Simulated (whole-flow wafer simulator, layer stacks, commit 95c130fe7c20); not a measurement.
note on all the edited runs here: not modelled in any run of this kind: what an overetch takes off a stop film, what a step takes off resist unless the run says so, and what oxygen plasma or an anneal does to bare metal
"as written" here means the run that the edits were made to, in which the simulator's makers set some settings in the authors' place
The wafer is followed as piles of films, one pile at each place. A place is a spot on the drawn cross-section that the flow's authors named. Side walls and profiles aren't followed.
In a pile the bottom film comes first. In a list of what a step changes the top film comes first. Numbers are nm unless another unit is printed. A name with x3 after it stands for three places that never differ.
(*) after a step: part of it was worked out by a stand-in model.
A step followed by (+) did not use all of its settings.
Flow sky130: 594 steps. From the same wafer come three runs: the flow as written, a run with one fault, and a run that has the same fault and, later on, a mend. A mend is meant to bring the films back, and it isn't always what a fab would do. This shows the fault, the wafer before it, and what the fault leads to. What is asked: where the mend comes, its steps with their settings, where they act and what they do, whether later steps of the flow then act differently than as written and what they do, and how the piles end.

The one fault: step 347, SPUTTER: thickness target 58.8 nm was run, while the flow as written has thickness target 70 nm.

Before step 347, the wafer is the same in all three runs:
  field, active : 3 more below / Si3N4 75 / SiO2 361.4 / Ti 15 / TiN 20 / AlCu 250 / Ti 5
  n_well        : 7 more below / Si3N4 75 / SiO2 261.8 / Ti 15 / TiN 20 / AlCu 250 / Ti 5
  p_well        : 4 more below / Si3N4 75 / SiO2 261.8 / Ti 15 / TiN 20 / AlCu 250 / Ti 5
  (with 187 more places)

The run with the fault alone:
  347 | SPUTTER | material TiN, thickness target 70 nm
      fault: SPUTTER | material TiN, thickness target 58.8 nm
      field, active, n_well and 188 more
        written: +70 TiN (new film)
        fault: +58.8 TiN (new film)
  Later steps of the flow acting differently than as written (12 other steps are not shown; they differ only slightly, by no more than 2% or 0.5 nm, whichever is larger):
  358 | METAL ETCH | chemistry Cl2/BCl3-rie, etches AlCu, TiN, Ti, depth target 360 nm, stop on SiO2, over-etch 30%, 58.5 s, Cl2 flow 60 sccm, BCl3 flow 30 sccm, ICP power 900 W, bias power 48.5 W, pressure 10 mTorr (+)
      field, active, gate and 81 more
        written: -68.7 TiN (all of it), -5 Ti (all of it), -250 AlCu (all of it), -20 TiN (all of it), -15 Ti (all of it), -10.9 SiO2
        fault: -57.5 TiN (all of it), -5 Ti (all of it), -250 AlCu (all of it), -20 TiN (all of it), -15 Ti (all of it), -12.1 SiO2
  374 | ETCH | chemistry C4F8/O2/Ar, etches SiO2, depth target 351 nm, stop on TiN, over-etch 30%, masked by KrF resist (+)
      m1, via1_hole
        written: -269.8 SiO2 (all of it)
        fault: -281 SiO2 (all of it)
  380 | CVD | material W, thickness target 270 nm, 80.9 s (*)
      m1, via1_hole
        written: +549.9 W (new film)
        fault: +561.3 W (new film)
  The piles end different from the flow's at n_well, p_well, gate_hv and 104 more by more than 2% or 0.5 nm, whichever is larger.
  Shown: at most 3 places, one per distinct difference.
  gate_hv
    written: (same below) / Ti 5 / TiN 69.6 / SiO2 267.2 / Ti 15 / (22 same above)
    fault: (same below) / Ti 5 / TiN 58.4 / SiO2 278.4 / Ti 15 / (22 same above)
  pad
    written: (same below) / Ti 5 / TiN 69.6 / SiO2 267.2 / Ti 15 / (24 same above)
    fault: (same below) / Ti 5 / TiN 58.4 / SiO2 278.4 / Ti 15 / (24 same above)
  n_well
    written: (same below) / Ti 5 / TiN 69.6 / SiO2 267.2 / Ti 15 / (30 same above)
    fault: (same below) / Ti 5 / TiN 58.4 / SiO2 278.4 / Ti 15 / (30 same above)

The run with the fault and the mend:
  The mend stands after step 347.
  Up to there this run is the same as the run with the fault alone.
  347a | SPUTTER | material TiN, thickness target 11.2 nm (the flow's step 347 again, with other settings)
      field, active, n_well and 188 more
        +11.2 TiN
  Later steps of the flow that are run all act as written at every place that is followed, up to a difference of at most 2% or 0.5 nm, whichever is larger.
  At every place that both follow, the piles at the end match the flow's.
